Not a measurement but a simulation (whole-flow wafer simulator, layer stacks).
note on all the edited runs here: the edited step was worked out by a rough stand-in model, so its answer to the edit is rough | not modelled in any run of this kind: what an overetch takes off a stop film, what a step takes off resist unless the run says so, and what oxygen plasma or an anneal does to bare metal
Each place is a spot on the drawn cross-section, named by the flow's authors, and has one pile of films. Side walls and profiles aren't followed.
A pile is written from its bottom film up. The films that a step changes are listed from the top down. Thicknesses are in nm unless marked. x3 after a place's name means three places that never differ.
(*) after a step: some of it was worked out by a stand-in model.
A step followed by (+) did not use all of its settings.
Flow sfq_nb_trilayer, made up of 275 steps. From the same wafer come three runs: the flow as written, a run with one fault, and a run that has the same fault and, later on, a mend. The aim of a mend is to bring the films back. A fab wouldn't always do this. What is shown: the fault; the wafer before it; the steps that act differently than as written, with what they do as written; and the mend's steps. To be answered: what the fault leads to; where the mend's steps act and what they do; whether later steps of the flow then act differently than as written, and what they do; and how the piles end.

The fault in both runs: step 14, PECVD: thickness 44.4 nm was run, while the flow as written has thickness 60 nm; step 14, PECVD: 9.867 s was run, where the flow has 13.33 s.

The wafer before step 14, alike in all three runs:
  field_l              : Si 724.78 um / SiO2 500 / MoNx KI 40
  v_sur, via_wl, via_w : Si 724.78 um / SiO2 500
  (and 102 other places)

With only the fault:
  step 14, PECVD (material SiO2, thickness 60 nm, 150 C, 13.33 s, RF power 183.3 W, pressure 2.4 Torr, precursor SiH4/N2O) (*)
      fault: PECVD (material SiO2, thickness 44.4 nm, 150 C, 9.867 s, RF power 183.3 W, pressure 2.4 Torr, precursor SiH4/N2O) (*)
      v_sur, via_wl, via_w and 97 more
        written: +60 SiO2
        fault: +44.4 SiO2
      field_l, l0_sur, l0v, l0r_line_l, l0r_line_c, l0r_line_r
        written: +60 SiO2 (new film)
        fault: +44.4 SiO2 (new film)
  Steps further on in the flow that do not act as written (11 other steps are not shown; they differ only slightly, by no more than 2% or 0.5 nm, whichever is larger):
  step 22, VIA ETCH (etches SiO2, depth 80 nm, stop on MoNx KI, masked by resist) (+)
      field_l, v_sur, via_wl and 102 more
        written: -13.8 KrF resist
        fault: -11.4 KrF resist
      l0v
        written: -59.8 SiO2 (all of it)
        fault: -44.2 SiO2 (all of it)
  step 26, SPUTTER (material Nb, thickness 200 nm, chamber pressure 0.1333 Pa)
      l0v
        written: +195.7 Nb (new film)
        fault: +200 Nb (new film)
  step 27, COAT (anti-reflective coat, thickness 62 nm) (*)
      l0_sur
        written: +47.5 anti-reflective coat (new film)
        fault: +49.2 anti-reflective coat (new film)
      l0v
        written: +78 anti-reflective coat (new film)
        fault: +72.8 anti-reflective coat (new film)
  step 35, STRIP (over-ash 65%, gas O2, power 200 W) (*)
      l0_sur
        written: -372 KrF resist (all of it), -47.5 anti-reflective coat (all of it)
        fault: -373.2 KrF resist (all of it), -49.2 anti-reflective coat (all of it)
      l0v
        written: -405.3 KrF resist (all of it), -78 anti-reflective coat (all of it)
        fault: -394.6 KrF resist (all of it), -72.8 anti-reflective coat (all of it)
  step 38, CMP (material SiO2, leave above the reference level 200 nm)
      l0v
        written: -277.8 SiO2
        fault: -297.7 SiO2
  At field_l, v_sur, via_wl and 100 more, the piles at the end differ from the flow's by more than 2% or 0.5 nm, whichever is larger.
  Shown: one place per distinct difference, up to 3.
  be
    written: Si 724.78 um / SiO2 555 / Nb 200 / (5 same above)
    fault: Si 724.78 um / SiO2 539.4 / Nb 200 / (5 same above)
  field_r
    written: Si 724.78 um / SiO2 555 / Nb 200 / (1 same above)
    fault: Si 724.78 um / SiO2 539.4 / Nb 200 / (1 same above)
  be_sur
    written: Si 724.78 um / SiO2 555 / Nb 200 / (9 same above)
    fault: Si 724.78 um / SiO2 539.4 / Nb 200 / (9 same above)

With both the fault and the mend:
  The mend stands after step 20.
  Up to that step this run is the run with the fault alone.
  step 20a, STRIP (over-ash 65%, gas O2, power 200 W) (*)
      p4_fl x3, p4_w1 x9, p4_g1 x2 and 59 more
        -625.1 KrF resist (all of it), -62 anti-reflective coat (all of it)
      jj_sur, ce_l, c5j, ce_r, sp_r, be_r, r_sur
        -632 KrF resist (all of it), -63.7 anti-reflective coat (all of it)
      be, moat
        -632.3 KrF resist (all of it), -63.8 anti-reflective coat (all of it)
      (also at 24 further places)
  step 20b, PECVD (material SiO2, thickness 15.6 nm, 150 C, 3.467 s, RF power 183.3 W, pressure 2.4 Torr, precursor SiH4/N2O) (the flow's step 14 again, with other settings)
      field_l, v_sur, via_wl and 103 more
        +15.6 SiO2
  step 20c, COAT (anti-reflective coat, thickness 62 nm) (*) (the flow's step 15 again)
      p4_fl x3, p4_w1 x9, p4_g1 x2 and 59 more
        +62 anti-reflective coat (new film)
      be_sur, gap, jj_sur and 8 more
        +63.7 anti-reflective coat (new film)
      wire, be, moat, field_r, lsp_l
        +63.8 anti-reflective coat (new film)
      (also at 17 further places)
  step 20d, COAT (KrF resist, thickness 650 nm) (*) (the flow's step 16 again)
      p4_fl x3, p4_w1 x9, p4_g1 x2 and 59 more
        +650 KrF resist (new film)
      jj_sur, ce_l, c5j, ce_r, sp_r, be_r, r_sur
        +656.9 KrF resist (new film)
      l0r_line_l, l0r_line_c, l0r_line_r
        +646 KrF resist (new film)
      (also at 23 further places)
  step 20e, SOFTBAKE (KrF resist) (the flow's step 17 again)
      leaves every film unchanged at each place that is followed
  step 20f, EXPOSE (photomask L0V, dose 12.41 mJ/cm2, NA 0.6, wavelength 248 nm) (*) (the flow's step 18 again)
      leaves every film unchanged at each place that is followed
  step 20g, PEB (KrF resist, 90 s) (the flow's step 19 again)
      p4_fl x3, p4_w1 x9, p4_g1 x2 and 59 more
        -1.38 KrF resist
      via_v, wire, be and 15 more
        -1.39 KrF resist
      v_sur, via_w, via_wr, via_sp, lsp_m, ln_m6, lsp_r
        -1.4 KrF resist
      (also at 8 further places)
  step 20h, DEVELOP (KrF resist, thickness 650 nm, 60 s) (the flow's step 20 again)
      field_l, v_sur, via_wl and 102 more
        -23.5 KrF resist
      l0v
        -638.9 KrF resist (all of it)
  Every later step of the flow that is run acts as written, at every place that is followed, to within 2% or 0.5 nm, whichever is larger.
  By the end, the piles equal the flow's at every place that both follow.
